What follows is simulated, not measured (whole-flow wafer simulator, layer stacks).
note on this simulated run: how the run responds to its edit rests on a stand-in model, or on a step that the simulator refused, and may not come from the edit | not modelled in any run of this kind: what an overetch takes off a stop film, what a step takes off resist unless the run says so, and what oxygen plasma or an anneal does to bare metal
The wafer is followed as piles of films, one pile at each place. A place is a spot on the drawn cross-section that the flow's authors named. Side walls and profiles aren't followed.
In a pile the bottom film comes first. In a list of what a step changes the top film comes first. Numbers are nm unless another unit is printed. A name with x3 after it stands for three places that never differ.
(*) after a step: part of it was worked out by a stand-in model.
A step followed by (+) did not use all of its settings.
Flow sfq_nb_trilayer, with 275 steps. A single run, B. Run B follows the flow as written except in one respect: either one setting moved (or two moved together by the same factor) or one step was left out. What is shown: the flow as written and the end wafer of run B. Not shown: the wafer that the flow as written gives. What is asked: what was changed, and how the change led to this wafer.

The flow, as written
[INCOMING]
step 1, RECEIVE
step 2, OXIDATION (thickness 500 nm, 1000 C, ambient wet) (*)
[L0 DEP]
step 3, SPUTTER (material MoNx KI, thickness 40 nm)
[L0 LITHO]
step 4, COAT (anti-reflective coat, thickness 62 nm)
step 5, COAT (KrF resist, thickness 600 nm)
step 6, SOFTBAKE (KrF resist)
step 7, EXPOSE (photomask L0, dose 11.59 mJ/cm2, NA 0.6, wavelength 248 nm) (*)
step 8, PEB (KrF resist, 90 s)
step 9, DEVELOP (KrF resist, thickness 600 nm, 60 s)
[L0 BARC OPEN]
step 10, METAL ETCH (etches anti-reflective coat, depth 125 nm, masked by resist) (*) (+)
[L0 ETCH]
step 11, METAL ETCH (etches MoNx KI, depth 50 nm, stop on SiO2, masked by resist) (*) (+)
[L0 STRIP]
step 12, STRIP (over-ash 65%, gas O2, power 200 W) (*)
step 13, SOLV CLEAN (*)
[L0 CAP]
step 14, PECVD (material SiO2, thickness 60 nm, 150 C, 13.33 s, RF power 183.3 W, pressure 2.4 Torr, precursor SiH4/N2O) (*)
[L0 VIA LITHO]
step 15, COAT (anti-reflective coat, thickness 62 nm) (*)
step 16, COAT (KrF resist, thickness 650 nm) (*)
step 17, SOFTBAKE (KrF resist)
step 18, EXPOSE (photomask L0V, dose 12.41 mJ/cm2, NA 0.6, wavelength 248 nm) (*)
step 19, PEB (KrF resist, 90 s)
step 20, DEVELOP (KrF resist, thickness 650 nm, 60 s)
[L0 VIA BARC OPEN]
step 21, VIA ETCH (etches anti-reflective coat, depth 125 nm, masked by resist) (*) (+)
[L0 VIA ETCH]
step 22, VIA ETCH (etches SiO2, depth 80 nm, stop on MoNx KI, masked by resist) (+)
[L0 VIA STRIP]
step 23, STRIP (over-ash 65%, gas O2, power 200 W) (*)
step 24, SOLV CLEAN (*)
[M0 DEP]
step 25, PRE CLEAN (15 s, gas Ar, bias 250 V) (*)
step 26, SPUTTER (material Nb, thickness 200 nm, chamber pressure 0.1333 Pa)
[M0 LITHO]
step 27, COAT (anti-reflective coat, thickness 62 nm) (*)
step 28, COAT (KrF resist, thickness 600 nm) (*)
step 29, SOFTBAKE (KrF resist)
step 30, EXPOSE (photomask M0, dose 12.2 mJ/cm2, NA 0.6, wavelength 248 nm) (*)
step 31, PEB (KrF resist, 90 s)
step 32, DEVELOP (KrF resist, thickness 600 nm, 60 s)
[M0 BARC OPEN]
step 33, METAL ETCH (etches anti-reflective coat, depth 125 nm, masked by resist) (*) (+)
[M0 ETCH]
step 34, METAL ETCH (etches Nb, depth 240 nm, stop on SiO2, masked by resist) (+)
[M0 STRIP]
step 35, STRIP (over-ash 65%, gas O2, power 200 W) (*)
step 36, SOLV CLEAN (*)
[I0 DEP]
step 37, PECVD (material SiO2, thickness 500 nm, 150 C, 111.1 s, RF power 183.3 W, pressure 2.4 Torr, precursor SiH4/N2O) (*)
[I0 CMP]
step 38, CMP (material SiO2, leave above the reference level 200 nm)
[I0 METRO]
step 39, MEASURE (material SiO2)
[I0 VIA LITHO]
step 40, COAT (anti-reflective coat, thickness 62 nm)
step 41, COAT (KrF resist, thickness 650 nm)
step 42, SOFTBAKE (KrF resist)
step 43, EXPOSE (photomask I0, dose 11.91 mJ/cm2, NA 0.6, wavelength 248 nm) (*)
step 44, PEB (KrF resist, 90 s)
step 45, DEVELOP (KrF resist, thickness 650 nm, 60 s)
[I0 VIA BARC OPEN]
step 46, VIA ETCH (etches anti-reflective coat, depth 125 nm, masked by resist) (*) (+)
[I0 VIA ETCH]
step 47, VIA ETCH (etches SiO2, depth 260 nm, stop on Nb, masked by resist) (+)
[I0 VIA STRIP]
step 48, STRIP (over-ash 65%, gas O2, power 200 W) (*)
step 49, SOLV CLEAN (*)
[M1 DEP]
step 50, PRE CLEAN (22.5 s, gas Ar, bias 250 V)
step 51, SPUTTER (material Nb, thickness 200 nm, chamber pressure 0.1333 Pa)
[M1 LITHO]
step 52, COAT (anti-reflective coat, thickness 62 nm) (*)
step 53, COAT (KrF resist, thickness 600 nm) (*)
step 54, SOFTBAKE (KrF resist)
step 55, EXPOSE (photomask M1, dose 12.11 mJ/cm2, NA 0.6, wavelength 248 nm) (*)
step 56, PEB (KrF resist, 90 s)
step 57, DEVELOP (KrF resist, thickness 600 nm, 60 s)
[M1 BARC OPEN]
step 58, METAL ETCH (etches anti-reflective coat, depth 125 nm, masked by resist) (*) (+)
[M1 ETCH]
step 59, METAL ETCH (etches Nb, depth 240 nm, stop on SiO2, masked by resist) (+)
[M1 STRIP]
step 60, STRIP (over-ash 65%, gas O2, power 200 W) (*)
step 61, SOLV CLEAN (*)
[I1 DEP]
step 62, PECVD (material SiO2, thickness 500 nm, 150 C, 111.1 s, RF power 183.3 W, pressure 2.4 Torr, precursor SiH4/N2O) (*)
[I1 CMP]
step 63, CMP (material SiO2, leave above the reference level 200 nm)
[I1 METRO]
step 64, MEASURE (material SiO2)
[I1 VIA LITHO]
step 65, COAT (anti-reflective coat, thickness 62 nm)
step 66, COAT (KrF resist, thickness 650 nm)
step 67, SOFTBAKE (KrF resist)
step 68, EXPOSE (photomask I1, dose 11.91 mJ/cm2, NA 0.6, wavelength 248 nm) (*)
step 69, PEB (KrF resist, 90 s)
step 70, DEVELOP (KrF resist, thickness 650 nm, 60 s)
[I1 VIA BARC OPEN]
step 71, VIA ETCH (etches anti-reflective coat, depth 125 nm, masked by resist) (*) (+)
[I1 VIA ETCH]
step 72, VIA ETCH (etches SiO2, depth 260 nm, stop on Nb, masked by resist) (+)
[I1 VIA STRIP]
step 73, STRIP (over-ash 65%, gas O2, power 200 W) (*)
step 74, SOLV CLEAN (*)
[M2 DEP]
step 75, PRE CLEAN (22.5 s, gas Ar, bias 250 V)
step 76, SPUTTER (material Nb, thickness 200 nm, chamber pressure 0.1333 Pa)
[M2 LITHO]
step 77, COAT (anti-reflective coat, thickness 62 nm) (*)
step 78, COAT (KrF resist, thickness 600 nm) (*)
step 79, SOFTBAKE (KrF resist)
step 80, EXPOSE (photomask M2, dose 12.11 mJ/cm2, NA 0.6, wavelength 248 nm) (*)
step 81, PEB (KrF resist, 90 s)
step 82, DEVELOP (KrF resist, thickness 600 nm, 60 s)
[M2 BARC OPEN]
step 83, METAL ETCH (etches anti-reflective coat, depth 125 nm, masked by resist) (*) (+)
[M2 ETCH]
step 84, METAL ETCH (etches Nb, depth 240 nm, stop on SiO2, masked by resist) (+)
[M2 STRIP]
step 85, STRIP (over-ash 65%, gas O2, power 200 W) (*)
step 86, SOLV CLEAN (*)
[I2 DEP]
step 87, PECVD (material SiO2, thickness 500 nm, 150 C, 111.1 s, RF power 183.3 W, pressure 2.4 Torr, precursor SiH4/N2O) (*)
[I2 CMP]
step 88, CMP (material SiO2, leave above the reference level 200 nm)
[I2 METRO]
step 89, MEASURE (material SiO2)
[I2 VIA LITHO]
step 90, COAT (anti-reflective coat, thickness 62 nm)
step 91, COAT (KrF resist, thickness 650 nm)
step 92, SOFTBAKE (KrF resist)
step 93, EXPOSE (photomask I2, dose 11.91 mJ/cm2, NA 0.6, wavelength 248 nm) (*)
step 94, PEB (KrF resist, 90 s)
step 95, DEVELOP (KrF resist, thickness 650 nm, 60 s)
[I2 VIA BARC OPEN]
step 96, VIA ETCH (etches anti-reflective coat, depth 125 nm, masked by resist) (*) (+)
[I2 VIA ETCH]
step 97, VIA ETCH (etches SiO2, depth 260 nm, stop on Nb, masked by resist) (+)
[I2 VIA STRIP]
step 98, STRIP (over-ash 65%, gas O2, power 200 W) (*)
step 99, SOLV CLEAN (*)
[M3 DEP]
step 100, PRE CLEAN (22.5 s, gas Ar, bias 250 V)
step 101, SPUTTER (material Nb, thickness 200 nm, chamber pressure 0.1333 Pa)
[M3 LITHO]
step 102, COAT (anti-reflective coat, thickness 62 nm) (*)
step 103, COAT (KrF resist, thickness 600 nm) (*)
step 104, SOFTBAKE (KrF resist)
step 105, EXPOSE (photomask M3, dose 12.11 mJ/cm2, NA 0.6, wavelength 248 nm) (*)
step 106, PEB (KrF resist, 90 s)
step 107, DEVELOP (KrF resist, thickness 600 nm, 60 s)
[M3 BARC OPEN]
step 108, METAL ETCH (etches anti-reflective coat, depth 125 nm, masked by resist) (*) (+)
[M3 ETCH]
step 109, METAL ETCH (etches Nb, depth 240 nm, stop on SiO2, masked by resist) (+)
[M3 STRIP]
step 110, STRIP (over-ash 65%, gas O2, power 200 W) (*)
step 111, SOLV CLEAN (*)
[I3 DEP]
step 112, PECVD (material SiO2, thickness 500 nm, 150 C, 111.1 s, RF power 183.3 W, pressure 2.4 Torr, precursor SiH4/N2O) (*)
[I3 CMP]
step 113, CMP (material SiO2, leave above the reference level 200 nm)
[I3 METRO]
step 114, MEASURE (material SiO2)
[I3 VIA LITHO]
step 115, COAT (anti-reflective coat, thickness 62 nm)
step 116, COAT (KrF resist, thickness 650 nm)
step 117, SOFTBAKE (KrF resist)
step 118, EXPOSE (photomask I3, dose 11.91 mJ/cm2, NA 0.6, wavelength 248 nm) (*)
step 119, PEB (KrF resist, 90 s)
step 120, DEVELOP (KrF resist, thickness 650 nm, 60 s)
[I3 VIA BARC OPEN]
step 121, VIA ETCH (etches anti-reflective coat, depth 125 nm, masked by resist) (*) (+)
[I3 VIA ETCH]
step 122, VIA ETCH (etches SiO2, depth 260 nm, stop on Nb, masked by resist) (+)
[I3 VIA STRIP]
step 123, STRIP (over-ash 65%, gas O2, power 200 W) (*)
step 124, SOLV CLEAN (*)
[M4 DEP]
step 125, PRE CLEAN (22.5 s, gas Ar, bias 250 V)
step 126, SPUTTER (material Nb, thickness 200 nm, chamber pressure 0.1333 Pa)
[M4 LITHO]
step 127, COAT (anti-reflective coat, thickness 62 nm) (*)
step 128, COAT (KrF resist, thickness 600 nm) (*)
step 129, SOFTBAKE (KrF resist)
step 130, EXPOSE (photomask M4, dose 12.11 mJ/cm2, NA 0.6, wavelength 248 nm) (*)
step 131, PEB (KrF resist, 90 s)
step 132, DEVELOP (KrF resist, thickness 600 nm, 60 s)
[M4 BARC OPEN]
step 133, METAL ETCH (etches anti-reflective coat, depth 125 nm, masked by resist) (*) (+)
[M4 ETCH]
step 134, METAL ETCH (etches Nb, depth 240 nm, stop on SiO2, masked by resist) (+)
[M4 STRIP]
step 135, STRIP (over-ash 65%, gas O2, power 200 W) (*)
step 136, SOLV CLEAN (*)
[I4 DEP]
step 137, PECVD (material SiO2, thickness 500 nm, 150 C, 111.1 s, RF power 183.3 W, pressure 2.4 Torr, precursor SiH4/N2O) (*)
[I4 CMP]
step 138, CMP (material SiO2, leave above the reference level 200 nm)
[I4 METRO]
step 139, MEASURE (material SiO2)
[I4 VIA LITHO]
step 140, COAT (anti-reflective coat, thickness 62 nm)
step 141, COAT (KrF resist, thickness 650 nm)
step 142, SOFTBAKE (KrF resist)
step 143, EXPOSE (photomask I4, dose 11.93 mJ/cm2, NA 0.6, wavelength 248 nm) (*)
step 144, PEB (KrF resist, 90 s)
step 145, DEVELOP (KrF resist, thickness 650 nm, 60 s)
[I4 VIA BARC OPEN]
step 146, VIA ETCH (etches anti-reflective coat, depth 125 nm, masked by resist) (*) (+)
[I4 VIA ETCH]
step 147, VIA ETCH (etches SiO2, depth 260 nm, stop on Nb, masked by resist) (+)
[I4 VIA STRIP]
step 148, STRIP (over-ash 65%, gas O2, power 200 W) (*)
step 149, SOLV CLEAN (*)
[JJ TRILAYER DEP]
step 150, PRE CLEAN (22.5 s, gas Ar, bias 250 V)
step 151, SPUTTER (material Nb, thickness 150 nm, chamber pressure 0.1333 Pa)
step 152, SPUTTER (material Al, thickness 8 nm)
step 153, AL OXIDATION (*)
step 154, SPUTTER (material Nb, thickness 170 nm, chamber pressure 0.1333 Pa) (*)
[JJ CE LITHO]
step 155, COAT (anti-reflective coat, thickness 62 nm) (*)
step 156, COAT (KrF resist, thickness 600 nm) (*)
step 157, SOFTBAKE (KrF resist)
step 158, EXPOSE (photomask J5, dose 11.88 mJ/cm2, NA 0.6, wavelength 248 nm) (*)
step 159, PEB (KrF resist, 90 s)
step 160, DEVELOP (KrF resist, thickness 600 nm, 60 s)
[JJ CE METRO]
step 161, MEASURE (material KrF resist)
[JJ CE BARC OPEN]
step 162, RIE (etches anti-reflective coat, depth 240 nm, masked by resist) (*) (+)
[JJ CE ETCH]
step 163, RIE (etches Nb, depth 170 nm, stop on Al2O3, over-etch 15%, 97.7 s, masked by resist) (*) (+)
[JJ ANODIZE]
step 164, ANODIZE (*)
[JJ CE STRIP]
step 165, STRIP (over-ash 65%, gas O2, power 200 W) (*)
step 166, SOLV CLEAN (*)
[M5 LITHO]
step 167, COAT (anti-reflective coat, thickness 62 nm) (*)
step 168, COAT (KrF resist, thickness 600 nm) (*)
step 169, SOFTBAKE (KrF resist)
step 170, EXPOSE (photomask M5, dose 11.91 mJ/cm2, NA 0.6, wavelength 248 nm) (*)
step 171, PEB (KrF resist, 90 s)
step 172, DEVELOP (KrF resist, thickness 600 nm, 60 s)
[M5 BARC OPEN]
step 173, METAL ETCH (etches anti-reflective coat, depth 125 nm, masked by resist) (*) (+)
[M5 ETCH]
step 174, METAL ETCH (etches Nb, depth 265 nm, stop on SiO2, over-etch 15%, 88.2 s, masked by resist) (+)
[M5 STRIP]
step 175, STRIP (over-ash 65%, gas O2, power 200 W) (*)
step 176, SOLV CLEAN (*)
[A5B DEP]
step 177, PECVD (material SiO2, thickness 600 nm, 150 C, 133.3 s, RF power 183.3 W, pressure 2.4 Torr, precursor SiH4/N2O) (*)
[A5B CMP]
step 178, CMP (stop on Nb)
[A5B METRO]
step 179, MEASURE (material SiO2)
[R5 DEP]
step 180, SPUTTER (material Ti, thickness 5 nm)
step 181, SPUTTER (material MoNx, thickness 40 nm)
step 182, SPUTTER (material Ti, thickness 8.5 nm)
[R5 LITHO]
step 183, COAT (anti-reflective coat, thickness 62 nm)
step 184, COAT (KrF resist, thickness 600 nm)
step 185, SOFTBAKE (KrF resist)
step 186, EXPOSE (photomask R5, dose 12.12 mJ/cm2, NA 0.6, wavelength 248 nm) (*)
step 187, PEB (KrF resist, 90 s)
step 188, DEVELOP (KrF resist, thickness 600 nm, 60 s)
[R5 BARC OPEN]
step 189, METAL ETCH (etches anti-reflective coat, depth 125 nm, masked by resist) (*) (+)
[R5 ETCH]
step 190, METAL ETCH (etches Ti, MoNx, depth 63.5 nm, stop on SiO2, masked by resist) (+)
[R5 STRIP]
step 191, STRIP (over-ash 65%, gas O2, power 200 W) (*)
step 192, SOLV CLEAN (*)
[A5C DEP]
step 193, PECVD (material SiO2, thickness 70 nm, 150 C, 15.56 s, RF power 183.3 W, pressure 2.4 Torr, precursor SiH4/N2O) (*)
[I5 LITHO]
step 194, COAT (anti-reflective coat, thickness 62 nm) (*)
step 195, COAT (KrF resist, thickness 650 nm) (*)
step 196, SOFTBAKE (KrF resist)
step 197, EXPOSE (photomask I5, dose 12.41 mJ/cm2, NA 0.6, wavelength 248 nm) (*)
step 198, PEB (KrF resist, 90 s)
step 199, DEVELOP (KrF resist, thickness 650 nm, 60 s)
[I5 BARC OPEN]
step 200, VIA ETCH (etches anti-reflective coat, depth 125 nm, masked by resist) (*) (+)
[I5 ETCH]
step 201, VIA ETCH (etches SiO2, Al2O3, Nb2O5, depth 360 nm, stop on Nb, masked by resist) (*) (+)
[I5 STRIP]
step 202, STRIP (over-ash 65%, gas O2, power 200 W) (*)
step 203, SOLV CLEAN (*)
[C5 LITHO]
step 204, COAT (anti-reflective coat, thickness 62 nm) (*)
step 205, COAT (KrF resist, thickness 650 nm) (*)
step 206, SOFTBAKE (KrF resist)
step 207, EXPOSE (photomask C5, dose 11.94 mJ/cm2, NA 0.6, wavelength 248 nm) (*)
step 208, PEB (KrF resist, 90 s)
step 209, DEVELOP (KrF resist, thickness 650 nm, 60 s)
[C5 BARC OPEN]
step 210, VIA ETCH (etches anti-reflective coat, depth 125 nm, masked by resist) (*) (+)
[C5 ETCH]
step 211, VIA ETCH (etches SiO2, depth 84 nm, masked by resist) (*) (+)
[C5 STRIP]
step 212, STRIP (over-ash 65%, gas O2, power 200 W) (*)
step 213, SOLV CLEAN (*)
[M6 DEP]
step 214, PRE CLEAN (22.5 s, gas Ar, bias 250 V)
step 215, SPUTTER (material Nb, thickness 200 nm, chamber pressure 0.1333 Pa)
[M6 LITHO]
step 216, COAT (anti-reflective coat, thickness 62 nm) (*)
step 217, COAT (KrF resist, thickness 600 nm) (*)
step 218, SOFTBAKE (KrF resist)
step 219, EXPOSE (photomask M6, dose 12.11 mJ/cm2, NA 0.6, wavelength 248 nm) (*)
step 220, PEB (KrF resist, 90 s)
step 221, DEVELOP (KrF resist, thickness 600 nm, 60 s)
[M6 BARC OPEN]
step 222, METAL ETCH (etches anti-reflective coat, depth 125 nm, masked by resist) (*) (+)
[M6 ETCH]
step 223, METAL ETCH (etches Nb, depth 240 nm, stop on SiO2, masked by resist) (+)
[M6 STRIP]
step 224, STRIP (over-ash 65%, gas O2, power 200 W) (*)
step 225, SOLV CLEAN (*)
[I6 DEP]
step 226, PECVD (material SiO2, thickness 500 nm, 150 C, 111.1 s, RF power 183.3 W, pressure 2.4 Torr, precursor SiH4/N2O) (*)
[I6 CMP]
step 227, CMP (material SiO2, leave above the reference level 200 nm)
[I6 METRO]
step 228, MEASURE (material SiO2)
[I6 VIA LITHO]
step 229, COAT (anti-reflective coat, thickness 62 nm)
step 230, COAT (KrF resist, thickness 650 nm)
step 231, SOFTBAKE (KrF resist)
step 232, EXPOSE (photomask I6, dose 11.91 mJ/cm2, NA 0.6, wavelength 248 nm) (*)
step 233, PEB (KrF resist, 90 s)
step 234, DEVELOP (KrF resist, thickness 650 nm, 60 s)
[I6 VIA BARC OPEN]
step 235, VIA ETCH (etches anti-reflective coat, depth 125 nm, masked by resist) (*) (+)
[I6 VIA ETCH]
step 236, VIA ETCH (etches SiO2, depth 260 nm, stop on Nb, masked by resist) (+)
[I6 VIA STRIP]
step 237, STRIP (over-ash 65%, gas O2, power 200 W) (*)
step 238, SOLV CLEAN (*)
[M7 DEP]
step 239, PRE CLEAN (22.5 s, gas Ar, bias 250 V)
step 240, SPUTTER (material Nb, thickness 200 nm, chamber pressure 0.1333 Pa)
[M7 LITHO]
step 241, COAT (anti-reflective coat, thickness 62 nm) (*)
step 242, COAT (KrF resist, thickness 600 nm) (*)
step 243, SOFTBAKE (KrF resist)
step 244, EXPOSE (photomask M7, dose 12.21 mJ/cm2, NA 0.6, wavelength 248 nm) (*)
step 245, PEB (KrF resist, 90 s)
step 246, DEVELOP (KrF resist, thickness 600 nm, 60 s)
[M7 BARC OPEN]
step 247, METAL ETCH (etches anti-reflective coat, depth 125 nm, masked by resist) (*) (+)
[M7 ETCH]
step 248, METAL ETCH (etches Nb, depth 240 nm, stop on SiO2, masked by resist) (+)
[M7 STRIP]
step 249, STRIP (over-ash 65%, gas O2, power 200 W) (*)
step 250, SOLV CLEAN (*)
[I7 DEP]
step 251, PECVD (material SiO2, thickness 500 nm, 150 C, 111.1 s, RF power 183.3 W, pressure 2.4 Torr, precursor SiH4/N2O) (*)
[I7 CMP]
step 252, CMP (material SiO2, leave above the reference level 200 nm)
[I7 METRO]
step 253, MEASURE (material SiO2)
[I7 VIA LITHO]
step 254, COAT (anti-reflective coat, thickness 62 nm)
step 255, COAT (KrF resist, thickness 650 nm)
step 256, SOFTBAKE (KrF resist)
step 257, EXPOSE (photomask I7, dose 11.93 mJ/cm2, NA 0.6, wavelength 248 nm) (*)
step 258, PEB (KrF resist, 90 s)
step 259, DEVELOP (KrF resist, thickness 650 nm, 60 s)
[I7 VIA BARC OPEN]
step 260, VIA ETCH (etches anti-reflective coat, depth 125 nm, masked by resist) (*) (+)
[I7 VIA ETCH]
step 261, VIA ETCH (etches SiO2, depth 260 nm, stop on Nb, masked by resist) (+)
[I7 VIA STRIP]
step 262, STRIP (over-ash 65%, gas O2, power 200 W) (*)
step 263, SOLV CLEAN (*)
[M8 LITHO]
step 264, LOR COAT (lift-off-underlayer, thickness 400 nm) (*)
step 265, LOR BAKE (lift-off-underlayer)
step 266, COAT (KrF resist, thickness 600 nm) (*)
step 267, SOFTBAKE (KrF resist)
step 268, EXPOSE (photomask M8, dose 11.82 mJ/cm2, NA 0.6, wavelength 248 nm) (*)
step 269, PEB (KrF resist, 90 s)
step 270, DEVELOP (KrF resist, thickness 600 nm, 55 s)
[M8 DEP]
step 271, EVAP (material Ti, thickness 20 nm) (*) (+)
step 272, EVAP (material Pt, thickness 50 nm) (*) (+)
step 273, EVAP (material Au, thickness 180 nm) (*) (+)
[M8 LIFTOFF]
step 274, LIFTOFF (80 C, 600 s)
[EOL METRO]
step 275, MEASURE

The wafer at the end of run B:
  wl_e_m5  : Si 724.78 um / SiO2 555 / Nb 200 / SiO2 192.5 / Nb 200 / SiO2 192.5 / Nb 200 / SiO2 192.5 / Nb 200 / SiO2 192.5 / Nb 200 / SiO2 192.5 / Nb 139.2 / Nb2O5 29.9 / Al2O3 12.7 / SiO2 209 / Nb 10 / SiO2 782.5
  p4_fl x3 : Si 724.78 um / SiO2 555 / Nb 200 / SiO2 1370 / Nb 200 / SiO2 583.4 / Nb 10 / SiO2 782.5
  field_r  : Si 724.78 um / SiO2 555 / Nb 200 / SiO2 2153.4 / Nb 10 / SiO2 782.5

Cause: step 223, METAL ETCH: depth 190 nm was run, whereas the flow has depth 240 nm.

The path from the change to this, step by step:
  step 223, METAL ETCH (etches Nb, depth 240 nm, stop on SiO2, masked by resist) (+)
      field_l, gap, moat and 76 more: -190 Nb (it would be, as written: -200 Nb (all of it))
      v_sur, via_wl, via_w and 24 more: -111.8 KrF resist (it would be, as written: -141.2 KrF resist)
  step 224, STRIP (over-ash 65%, gas O2, power 200 W) (*)
      wl_j_sl, wl_j_sr: -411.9 KrF resist (all of it), -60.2 anti-reflective coat (all of it) (it would be, as written: -382.5 KrF resist (all of it), -60.2 anti-reflective coat (all of it))
      wl_c_m6, wl_f_m6: -411.7 KrF resist (all of it), -62 anti-reflective coat (all of it) (it would be, as written: -382.3 KrF resist (all of it), -62 anti-reflective coat (all of it))
      (as well as at 23 more places)
  step 226, PECVD (material SiO2, thickness 500 nm, 150 C, 111.1 s, RF power 183.3 W, pressure 2.4 Torr, precursor SiH4/N2O) (*)
      field_l, p4_fl x3, p4_w1 x9 and 52 more: +500 SiO2 (new film) (it would be, as written: +500 SiO2)
      moat, field_r, lsp_l, ln_m5, lsp_m: +493.9 SiO2 (new film) (it would be, as written: +493.6 SiO2)
      (as well as at 9 more places)
  step 227, CMP (material SiO2, leave above the reference level 200 nm)
      field_l, p4_fl x3, p4_w1 x9 and 49 more: -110 SiO2 (it would be, as written: -100 SiO2)
      moat, field_r, lsp_l, ln_m5, lsp_m: -103.9 SiO2 (it would be, as written: -93.6 SiO2)
      (as well as at 8 more places)
With metal films that touch counted as one body, wl_e_m5 has 7 bodies (between them, from the top down: SiO2 209 / Al2O3 12.7 / Nb2O5 29.9; SiO2 192.5; SiO2 192.5; SiO2 192.5; SiO2 192.5; SiO2 192.5); the flow as written gives 6 bodies (between them, from the top down: SiO2 192.5; SiO2 192.5; SiO2 192.5; SiO2 192.5; SiO2 192.5).
With metal films that touch counted as one body, p4_fl x3 has 3 bodies (between them, from the top down: SiO2 583.4; SiO2 1370); the flow as written gives 2 bodies (between them, from the top down: SiO2 1370).
With metal films that touch counted as one body, field_r has 2 bodies (between them, from the top down: SiO2 2153.4); the flow as written gives 1 body.
